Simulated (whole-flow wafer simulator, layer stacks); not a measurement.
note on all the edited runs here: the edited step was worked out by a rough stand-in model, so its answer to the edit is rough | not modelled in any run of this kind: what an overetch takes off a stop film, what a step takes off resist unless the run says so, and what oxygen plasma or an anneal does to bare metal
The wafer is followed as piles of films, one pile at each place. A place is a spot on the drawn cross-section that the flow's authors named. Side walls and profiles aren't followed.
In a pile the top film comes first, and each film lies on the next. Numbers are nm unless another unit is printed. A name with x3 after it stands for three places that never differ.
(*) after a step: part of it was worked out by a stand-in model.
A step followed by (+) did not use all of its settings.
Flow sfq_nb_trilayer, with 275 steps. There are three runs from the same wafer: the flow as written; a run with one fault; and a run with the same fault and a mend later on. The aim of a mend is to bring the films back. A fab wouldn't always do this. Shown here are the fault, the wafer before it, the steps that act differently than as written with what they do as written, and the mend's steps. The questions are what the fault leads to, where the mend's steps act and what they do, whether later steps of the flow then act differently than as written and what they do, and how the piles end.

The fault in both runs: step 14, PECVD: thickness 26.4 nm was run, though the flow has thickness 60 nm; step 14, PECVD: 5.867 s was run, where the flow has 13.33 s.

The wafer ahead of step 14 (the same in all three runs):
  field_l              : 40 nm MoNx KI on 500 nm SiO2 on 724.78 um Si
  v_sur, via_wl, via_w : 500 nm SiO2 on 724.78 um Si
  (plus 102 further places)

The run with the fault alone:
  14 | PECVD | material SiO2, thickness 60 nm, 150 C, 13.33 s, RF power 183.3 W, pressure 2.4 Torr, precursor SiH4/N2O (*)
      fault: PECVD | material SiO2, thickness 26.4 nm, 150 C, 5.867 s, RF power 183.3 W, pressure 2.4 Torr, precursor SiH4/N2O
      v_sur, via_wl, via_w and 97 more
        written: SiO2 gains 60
        fault: SiO2 gains 26.4
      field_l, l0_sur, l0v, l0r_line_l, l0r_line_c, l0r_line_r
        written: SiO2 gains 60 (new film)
        fault: SiO2 gains 26.4 (new film)
  Steps further on in the flow that do not act as written (not shown: 10 more steps that differ only slightly, by at most 2% or 0.5 nm, whichever is larger):
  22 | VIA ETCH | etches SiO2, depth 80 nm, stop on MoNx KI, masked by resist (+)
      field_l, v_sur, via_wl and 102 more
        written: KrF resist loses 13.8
        fault: KrF resist loses 6.79
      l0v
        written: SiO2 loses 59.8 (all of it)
        fault: SiO2 loses 26.2 (all of it)
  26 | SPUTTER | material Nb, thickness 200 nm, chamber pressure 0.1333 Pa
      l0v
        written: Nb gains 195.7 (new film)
        fault: Nb gains 200 (new film)
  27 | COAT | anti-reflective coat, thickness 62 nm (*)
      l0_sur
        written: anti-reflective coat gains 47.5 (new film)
        fault: anti-reflective coat gains 51.1 (new film)
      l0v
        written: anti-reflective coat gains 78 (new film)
        fault: anti-reflective coat gains 67.7 (new film)
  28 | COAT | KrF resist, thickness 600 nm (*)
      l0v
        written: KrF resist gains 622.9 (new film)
        fault: KrF resist gains 602.9 (new film)
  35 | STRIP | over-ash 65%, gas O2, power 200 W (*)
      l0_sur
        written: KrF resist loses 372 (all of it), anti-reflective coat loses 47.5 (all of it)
        fault: KrF resist loses 373.9 (all of it), anti-reflective coat loses 51.1 (all of it)
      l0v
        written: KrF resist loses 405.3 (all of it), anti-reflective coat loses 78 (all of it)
        fault: KrF resist loses 385.3 (all of it), anti-reflective coat loses 67.7 (all of it)
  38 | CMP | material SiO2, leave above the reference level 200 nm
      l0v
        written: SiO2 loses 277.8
        fault: SiO2 loses 315.7
  By the end, the piles at field_l, v_sur, via_wl and 100 more depart from the flow's by more than 2% or 0.5 nm, whichever is larger.
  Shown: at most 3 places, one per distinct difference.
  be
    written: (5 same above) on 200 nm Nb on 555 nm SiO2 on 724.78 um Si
    fault: (5 same above) on 200 nm Nb on 521.4 nm SiO2 on 724.78 um Si
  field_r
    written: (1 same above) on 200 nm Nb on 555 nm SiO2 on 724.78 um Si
    fault: (1 same above) on 200 nm Nb on 521.4 nm SiO2 on 724.78 um Si
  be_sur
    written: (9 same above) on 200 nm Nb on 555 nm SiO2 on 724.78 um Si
    fault: (9 same above) on 200 nm Nb on 521.4 nm SiO2 on 724.78 um Si

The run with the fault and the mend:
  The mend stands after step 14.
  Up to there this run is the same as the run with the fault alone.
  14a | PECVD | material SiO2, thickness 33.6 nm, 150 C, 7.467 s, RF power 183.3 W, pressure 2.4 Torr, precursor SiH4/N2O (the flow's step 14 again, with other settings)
      field_l, v_sur, via_wl and 103 more
        SiO2 gains 33.6
  Every later step of the flow that is run acts as written, at every place that is followed, to within 2% or 0.5 nm, whichever is larger.
  By the end, the piles equal the flow's at every place that both follow.
